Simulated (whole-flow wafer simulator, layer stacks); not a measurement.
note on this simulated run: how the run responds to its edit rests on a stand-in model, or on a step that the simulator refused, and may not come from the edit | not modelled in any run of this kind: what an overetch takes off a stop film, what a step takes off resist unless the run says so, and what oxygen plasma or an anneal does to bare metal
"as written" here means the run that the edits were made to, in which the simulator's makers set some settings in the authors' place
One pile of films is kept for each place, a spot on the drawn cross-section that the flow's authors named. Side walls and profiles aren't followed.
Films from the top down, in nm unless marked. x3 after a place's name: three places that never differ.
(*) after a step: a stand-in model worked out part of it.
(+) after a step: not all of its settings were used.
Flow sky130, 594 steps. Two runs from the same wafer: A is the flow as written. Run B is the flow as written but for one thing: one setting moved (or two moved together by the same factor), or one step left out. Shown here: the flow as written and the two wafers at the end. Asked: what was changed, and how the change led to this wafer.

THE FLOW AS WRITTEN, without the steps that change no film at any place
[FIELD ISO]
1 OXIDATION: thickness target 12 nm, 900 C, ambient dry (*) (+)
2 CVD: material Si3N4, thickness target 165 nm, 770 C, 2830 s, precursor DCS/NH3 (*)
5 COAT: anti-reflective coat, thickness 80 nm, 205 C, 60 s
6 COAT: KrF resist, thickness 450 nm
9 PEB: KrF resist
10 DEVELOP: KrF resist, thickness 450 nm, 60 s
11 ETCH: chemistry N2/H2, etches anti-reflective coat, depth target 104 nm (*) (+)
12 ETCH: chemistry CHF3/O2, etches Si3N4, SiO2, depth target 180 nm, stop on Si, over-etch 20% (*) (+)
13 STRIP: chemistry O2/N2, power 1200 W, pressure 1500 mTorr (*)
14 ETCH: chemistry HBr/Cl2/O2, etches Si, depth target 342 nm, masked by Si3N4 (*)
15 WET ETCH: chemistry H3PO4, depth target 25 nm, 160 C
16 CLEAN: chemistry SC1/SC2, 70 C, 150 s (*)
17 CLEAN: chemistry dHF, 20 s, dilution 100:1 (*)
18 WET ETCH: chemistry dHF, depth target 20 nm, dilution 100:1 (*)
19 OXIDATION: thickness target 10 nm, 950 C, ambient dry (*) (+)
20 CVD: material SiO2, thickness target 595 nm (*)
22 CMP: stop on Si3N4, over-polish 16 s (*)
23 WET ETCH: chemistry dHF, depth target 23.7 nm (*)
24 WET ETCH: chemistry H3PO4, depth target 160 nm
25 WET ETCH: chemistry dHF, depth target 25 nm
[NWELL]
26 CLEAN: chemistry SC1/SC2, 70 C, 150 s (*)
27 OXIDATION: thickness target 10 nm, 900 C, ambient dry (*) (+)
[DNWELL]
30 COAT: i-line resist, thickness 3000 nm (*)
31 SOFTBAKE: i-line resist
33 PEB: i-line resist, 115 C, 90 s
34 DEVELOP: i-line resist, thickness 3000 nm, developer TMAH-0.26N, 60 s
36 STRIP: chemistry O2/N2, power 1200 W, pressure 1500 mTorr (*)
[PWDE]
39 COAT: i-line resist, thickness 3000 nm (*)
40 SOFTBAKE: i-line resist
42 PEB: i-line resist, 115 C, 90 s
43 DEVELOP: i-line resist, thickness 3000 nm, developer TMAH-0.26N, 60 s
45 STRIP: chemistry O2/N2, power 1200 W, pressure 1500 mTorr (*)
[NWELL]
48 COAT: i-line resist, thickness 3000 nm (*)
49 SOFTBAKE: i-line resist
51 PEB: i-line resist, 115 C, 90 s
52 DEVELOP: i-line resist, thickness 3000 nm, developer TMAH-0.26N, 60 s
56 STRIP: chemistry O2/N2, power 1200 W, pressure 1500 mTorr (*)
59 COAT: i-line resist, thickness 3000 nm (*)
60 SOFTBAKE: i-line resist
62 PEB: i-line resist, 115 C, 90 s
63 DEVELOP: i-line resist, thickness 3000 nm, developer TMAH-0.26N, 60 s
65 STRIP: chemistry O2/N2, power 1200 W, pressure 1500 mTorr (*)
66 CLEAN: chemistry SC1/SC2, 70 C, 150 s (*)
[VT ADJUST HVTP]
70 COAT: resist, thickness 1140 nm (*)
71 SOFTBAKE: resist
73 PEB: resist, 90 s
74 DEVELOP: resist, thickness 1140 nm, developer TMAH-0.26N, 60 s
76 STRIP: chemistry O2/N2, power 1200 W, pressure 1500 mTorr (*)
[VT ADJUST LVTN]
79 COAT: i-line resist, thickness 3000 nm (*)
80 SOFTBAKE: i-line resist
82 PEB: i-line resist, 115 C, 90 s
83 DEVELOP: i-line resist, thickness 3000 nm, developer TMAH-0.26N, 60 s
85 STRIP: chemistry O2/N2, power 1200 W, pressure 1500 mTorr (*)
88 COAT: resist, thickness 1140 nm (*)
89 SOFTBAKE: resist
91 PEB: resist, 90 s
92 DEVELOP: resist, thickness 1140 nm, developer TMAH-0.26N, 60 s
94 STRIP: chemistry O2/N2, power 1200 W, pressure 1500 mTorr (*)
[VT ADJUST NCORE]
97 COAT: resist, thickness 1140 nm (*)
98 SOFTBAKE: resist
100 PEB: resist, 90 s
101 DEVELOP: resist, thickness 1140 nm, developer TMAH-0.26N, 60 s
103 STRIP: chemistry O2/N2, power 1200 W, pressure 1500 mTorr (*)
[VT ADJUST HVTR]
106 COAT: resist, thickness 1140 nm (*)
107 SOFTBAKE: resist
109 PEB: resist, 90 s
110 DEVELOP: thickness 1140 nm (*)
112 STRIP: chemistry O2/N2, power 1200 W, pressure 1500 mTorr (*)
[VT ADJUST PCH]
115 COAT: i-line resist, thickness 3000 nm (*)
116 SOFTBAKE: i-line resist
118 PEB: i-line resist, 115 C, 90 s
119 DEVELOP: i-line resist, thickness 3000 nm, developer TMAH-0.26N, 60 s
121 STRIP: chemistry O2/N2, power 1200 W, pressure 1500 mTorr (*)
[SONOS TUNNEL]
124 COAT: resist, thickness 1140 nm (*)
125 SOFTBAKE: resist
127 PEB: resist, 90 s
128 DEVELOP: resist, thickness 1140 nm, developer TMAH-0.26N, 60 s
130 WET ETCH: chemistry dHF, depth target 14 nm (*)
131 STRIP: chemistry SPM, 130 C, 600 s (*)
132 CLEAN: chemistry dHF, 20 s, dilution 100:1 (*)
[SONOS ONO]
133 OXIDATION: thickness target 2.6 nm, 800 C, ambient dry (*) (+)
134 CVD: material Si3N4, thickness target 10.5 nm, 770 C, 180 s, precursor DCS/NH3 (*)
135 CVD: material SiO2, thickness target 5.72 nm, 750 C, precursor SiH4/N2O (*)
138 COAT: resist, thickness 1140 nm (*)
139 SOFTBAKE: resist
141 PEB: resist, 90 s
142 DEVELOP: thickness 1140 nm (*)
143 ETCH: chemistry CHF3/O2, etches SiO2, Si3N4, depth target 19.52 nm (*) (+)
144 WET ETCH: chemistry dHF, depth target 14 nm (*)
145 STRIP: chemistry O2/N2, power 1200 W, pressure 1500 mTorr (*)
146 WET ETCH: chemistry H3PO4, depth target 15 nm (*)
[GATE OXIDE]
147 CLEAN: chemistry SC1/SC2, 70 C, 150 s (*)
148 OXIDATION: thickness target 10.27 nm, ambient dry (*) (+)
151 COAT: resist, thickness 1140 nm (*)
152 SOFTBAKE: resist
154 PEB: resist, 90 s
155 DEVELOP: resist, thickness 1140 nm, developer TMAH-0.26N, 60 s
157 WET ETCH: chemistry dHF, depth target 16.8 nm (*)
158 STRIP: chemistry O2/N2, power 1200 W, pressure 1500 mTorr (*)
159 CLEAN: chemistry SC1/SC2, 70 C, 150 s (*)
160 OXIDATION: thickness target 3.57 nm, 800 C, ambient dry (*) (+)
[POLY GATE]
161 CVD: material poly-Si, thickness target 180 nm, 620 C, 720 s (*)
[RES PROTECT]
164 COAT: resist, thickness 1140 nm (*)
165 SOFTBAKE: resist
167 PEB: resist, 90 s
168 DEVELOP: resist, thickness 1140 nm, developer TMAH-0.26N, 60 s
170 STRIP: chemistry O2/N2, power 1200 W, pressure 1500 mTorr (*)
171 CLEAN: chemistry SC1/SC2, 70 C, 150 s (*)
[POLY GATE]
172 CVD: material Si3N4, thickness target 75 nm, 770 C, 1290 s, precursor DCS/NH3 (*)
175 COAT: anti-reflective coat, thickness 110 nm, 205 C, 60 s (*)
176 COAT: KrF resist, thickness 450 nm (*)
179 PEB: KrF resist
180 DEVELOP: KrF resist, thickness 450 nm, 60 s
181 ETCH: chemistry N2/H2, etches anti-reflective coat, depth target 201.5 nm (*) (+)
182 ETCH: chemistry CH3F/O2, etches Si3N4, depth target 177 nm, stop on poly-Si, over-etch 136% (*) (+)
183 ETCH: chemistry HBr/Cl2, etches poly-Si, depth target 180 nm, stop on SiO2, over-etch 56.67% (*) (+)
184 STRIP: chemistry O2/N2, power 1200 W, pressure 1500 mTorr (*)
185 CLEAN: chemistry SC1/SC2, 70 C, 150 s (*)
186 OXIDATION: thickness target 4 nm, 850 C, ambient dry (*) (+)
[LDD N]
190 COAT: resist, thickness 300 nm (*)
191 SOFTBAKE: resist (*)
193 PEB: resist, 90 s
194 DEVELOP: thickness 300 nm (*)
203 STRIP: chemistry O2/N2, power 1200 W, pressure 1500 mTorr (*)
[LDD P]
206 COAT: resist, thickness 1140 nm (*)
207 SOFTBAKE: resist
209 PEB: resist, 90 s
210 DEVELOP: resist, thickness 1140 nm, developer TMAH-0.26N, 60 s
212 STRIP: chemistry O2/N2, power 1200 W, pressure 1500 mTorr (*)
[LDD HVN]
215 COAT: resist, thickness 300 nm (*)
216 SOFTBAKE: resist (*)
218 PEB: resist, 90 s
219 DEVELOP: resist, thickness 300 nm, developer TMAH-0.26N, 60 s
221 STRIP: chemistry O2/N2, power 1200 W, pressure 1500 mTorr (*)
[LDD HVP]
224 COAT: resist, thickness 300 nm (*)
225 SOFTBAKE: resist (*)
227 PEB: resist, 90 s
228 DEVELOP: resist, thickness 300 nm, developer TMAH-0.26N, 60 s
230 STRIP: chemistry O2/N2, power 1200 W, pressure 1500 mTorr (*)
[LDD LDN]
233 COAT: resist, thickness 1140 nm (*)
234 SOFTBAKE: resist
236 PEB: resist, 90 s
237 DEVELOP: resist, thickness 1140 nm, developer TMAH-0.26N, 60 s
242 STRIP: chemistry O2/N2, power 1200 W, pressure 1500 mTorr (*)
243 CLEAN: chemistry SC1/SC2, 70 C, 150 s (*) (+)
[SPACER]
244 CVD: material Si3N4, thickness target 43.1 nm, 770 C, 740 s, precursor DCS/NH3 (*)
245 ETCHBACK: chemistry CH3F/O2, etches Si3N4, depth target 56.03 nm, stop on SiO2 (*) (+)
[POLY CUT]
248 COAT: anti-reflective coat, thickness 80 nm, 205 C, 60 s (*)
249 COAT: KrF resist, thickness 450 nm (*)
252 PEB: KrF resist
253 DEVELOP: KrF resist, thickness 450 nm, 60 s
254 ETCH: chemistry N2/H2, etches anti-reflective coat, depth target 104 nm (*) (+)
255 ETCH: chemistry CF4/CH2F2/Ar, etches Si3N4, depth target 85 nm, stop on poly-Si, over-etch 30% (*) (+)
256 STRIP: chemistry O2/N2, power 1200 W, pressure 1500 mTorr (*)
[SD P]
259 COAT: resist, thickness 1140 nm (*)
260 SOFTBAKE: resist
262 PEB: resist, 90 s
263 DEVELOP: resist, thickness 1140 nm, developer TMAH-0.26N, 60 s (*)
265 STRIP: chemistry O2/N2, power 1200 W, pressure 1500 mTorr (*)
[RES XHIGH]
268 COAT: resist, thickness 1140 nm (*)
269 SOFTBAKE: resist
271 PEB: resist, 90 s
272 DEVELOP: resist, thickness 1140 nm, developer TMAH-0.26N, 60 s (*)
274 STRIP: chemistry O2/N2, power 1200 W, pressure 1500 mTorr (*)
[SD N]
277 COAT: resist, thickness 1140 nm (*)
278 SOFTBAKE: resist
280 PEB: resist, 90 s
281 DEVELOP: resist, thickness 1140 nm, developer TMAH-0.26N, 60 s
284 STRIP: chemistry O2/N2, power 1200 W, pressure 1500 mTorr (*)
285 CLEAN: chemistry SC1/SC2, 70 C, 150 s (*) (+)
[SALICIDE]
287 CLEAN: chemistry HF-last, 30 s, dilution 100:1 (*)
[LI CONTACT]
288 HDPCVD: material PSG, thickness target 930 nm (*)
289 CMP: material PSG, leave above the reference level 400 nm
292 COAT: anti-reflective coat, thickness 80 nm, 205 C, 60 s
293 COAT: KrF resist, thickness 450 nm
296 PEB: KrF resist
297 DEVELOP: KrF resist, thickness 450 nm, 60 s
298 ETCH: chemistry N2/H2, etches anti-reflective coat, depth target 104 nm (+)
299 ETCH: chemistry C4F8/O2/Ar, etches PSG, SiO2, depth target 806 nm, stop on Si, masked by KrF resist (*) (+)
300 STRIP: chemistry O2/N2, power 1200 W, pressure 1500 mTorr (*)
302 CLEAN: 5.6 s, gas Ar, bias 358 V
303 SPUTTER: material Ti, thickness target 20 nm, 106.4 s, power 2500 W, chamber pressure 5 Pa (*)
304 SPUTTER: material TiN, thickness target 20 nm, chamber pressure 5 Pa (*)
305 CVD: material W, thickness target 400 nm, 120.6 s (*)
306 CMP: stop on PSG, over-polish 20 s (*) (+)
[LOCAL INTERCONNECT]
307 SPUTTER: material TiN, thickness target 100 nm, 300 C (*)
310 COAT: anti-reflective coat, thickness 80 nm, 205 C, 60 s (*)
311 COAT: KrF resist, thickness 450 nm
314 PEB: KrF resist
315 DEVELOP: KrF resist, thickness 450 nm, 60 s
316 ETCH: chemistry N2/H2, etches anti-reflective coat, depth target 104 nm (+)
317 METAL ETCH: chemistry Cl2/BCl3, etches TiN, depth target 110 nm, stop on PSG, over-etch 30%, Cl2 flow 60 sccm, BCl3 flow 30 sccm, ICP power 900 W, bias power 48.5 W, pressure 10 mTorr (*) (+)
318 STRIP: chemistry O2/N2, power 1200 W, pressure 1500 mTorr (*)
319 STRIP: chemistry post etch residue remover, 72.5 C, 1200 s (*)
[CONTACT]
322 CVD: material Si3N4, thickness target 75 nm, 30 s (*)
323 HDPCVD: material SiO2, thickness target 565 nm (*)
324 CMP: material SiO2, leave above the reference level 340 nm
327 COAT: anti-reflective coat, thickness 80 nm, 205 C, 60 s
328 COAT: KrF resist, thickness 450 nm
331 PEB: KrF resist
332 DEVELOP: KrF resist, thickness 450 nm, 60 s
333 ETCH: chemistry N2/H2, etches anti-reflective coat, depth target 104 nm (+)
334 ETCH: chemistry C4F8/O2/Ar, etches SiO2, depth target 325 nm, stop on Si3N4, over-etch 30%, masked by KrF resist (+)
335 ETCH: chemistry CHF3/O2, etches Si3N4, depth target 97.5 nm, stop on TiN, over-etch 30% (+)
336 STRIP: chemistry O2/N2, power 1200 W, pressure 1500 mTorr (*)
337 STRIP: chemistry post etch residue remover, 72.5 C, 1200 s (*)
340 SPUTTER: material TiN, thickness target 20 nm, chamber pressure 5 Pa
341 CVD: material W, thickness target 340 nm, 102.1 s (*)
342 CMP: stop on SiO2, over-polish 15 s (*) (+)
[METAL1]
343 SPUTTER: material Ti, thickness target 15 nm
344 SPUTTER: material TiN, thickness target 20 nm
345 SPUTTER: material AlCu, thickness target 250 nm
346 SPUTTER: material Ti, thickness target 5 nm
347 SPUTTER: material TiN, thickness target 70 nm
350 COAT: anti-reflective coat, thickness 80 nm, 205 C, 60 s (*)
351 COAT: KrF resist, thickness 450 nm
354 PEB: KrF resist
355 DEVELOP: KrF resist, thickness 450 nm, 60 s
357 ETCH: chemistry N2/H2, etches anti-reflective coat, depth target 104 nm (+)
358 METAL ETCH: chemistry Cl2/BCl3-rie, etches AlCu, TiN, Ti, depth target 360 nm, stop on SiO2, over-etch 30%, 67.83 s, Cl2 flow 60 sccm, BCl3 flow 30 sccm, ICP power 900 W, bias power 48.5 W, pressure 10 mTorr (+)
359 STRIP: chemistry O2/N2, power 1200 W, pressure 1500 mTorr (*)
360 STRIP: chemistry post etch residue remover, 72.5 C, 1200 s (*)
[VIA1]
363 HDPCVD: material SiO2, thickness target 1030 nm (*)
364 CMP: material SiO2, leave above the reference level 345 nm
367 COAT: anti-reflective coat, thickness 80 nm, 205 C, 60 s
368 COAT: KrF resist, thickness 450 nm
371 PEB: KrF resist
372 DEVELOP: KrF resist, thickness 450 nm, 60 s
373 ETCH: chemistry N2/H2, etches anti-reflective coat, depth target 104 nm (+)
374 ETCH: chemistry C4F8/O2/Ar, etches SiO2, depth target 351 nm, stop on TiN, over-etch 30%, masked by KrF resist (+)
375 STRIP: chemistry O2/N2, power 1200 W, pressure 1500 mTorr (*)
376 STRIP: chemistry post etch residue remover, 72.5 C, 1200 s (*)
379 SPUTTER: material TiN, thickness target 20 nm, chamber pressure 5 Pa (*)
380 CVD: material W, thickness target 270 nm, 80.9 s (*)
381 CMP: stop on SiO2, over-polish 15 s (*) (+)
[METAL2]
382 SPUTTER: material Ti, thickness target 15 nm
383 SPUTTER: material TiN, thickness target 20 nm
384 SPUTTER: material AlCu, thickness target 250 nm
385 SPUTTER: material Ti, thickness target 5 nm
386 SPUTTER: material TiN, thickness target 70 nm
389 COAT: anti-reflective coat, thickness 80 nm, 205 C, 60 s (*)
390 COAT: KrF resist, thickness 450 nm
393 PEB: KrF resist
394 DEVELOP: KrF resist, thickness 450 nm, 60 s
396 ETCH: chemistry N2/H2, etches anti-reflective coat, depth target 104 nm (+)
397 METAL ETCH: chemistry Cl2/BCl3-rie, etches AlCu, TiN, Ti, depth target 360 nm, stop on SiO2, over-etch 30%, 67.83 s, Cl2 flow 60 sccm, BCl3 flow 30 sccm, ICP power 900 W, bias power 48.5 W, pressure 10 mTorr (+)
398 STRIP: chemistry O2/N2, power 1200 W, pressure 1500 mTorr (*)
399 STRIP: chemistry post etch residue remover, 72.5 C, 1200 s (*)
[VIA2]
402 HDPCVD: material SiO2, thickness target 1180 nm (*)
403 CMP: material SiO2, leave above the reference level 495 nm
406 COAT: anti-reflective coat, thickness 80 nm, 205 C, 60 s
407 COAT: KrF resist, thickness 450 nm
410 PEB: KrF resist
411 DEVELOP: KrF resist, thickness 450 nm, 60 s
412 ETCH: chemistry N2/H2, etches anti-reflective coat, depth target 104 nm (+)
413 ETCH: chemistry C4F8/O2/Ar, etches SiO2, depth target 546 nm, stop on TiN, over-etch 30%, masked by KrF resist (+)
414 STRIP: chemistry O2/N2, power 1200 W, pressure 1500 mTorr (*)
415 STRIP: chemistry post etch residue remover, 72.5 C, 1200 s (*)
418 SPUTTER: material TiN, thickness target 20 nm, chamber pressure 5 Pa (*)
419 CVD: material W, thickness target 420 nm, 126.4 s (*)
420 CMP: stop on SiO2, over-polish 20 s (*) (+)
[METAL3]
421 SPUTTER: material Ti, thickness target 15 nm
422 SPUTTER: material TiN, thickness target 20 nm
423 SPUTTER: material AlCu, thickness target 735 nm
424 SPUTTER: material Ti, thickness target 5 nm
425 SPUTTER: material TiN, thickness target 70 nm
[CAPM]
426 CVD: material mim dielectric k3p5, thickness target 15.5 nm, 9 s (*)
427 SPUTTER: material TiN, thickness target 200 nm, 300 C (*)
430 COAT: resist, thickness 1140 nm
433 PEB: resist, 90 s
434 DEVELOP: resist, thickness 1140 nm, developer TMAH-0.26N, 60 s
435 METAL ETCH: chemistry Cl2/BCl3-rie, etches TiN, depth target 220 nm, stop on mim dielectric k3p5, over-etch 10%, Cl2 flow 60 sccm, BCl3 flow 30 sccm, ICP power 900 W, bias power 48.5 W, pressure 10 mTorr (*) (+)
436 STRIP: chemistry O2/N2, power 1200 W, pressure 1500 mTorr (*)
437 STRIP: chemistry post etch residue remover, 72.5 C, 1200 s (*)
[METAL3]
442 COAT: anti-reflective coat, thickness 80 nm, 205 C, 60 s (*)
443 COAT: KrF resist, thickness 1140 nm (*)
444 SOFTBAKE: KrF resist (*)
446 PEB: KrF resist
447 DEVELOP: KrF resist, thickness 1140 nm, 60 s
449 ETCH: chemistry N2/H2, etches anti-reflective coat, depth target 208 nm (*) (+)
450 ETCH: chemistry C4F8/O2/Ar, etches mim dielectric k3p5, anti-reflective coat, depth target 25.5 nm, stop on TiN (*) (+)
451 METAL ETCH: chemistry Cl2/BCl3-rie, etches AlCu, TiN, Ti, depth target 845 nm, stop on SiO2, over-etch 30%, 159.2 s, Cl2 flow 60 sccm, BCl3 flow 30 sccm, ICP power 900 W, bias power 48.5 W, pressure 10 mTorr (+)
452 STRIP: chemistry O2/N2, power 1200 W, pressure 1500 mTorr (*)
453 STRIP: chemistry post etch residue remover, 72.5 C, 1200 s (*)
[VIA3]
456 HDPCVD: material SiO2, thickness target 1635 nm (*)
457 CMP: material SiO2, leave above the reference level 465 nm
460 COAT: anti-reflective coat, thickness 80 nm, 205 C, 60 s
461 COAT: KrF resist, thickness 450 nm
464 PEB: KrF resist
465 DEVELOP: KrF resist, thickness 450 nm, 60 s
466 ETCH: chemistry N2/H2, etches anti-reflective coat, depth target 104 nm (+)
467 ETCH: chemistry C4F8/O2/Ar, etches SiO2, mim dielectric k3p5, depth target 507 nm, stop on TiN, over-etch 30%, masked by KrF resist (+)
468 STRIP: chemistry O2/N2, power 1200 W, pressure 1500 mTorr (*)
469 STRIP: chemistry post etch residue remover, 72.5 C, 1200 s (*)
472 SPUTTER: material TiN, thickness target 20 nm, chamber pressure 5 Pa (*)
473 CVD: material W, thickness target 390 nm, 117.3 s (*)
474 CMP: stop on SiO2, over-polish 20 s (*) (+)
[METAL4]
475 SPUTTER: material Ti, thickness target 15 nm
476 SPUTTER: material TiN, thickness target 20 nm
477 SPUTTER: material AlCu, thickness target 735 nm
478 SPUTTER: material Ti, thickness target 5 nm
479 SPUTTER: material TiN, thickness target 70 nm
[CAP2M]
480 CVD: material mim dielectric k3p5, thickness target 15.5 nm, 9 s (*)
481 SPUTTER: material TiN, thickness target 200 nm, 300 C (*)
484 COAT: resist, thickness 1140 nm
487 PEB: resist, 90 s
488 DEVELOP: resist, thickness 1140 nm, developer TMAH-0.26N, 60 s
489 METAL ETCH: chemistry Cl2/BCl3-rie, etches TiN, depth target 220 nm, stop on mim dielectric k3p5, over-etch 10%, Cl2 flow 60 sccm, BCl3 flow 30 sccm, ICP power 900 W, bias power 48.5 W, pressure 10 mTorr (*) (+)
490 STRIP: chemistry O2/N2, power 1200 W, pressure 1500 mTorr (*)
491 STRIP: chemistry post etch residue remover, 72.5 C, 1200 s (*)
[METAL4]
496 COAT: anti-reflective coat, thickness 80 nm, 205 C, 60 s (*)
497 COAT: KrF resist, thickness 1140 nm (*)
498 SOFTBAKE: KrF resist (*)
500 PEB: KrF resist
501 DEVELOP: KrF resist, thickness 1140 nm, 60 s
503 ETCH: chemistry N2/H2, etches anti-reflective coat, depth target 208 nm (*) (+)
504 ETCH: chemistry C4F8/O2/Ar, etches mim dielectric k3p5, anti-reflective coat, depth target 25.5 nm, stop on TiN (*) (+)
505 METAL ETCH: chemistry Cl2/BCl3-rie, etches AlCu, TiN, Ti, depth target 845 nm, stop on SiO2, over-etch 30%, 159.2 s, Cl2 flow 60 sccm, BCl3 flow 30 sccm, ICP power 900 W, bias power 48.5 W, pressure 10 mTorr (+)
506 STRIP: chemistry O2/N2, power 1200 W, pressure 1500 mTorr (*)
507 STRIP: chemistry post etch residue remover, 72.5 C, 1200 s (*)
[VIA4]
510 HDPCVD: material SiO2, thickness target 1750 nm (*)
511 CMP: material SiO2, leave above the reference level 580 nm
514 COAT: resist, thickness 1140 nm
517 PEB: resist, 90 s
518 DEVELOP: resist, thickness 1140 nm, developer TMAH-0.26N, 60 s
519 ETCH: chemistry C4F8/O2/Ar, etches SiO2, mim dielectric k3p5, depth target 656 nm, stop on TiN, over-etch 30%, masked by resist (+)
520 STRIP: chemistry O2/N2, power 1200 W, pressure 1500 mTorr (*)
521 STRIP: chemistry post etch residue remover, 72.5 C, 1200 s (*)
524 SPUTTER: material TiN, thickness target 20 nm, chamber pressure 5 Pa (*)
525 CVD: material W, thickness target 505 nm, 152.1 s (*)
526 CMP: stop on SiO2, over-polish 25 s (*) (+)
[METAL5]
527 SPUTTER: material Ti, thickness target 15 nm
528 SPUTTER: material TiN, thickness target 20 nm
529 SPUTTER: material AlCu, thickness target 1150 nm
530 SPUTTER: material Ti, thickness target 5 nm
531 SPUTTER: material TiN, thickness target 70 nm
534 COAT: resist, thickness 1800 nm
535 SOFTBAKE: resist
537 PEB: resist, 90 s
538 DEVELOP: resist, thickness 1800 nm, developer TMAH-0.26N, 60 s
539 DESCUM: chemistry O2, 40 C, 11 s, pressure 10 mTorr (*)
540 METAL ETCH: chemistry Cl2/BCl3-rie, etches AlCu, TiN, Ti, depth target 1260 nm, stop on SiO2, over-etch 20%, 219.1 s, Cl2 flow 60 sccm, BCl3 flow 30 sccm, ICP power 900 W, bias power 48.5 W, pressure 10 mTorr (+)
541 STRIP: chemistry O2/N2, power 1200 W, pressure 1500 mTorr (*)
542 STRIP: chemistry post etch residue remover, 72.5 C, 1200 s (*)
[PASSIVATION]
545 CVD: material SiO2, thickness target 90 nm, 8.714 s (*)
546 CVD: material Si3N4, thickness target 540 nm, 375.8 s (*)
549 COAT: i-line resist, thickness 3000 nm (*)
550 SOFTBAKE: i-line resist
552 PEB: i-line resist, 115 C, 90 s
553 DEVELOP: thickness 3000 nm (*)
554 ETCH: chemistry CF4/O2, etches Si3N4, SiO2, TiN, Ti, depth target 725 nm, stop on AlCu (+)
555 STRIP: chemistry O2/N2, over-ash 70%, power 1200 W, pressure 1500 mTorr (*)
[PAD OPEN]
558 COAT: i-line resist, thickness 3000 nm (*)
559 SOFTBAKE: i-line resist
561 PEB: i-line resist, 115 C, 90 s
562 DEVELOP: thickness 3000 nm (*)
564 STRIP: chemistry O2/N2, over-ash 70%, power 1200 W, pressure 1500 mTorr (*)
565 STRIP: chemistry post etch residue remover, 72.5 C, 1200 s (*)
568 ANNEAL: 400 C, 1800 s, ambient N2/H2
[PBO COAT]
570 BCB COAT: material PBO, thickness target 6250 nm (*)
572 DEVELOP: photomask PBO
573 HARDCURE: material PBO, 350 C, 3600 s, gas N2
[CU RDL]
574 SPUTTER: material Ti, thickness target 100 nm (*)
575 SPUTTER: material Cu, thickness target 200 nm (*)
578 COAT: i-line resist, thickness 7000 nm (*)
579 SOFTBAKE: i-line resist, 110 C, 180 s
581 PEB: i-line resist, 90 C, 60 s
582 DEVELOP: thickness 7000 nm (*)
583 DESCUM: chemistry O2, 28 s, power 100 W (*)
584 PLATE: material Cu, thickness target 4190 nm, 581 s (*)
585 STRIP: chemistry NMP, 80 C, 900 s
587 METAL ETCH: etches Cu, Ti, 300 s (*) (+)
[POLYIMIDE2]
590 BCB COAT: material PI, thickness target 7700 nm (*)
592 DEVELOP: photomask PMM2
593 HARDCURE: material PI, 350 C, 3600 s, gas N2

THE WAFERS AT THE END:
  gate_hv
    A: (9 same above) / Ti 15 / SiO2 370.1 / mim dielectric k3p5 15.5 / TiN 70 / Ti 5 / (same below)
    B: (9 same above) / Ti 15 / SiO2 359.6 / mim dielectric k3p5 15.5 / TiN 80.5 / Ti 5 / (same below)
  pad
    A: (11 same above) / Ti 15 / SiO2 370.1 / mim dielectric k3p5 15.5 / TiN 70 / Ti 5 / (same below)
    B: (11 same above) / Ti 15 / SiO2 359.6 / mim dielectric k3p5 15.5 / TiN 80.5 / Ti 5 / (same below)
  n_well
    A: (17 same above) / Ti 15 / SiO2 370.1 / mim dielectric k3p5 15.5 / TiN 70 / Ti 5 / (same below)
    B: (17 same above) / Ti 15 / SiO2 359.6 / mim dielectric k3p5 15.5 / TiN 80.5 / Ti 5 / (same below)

The cause: step 425, SPUTTER: thickness target 80.5 nm was run, where the flow has thickness target 70 nm.
It can be read off the wafer: gate_hv has TiN 80.5, and step 425 as written asks for 70 nm.

How the change led to this, step by step:
  425 SPUTTER: material TiN, thickness target 70 nm
      field, active, n_well and 188 more: A TiN +70 (new film) | B TiN +80.5 (new film)
  451 METAL ETCH: chemistry Cl2/BCl3-rie, etches AlCu, TiN, Ti, depth target 845 nm, stop on SiO2, over-etch 30%, 159.2 s, Cl2 flow 60 sccm, BCl3 flow 30 sccm, ICP power 900 W, bias power 48.5 W, pressure 10 mTorr (+)
      field, active, gate and 69 more: A TiN -70 (all of it), Ti -5 (all of it), AlCu -735 (all of it), TiN -20 (all of it), Ti -15 (all of it), SiO2 -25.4 | B TiN -80.5 (all of it), Ti -5 (all of it), AlCu -735 (all of it), TiN -20 (all of it), Ti -15 (all of it), SiO2 -24.3
      vpp_ln, vpp_iso2, ndiff_ln and 10 more: A TiN -70 (all of it), Ti -5 (all of it), AlCu -735 (all of it), TiN -20 (all of it), Ti -15 (all of it), SiO2 -25.3 | B TiN -80.5 (all of it), Ti -5 (all of it), AlCu -735 (all of it), TiN -20 (all of it), Ti -15 (all of it), SiO2 -24.3
  467 ETCH: chemistry C4F8/O2/Ar, etches SiO2, mim dielectric k3p5, depth target 507 nm, stop on TiN, over-etch 30%, masked by KrF resist (+)
      field, active, n_well and 187 more: A KrF resist -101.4 | B KrF resist -98.7
      m1: A SiO2 -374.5 (all of it), mim dielectric k3p5 -15.5 (all of it) | B SiO2 -364 (all of it), mim dielectric k3p5 -15.5 (all of it)
      (and at 1 more place)
